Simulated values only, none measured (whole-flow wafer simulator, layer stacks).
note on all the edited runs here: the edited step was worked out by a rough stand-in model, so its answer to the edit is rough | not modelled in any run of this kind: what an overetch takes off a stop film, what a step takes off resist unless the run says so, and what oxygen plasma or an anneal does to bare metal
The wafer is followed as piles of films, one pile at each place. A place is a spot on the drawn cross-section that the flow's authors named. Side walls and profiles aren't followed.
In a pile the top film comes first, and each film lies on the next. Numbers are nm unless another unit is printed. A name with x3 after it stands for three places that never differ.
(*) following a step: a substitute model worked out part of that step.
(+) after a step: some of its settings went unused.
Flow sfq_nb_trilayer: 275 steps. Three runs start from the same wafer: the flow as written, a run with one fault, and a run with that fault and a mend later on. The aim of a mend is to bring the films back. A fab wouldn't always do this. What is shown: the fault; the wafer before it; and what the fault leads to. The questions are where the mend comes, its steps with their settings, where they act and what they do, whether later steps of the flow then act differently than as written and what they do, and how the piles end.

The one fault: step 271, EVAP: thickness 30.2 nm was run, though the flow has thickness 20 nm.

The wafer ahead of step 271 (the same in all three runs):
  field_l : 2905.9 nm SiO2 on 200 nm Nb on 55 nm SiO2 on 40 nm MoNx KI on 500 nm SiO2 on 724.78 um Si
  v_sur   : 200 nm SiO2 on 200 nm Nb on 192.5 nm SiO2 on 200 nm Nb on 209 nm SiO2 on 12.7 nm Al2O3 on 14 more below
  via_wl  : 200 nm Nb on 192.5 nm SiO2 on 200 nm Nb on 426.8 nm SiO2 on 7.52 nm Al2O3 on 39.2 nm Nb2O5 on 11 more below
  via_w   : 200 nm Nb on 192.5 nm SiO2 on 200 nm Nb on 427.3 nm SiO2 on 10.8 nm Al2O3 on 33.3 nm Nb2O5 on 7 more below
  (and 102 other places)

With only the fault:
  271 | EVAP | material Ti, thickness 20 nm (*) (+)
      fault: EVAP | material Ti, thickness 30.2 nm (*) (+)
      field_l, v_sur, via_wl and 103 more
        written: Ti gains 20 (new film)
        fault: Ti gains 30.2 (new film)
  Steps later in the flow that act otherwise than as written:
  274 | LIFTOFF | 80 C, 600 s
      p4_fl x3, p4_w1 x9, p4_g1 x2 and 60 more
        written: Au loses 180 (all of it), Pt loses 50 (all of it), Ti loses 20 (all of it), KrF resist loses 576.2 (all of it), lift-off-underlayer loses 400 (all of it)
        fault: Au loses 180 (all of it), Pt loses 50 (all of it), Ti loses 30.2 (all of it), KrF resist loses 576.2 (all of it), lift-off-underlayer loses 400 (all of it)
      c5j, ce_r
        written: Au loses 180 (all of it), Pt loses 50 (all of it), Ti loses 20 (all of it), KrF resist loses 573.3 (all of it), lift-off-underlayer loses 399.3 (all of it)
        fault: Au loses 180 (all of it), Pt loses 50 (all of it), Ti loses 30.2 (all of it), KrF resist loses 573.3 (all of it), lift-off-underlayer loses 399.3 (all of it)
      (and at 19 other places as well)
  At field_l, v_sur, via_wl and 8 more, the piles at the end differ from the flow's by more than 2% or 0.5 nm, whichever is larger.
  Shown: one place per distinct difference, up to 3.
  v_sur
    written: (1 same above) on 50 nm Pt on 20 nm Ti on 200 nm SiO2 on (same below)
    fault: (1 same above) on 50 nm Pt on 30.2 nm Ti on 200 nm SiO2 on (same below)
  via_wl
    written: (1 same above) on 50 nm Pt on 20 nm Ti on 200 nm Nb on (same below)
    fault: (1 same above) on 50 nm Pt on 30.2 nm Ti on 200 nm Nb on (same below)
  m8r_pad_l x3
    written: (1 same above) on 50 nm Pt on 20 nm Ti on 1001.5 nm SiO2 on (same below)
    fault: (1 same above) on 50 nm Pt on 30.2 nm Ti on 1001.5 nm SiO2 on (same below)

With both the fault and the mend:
  The mend stands after step 271.
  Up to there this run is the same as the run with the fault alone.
  271a | METAL ETCH | etches Ti, MoNx, depth 10.2 nm (the flow's step 190 again, with other settings)
      field_l, v_sur, via_wl and 103 more
        Ti loses 10.2
  Every later step of the flow that is run acts as written at every place that is followed.
  By the end, the piles equal the flow's at every place that both follow.
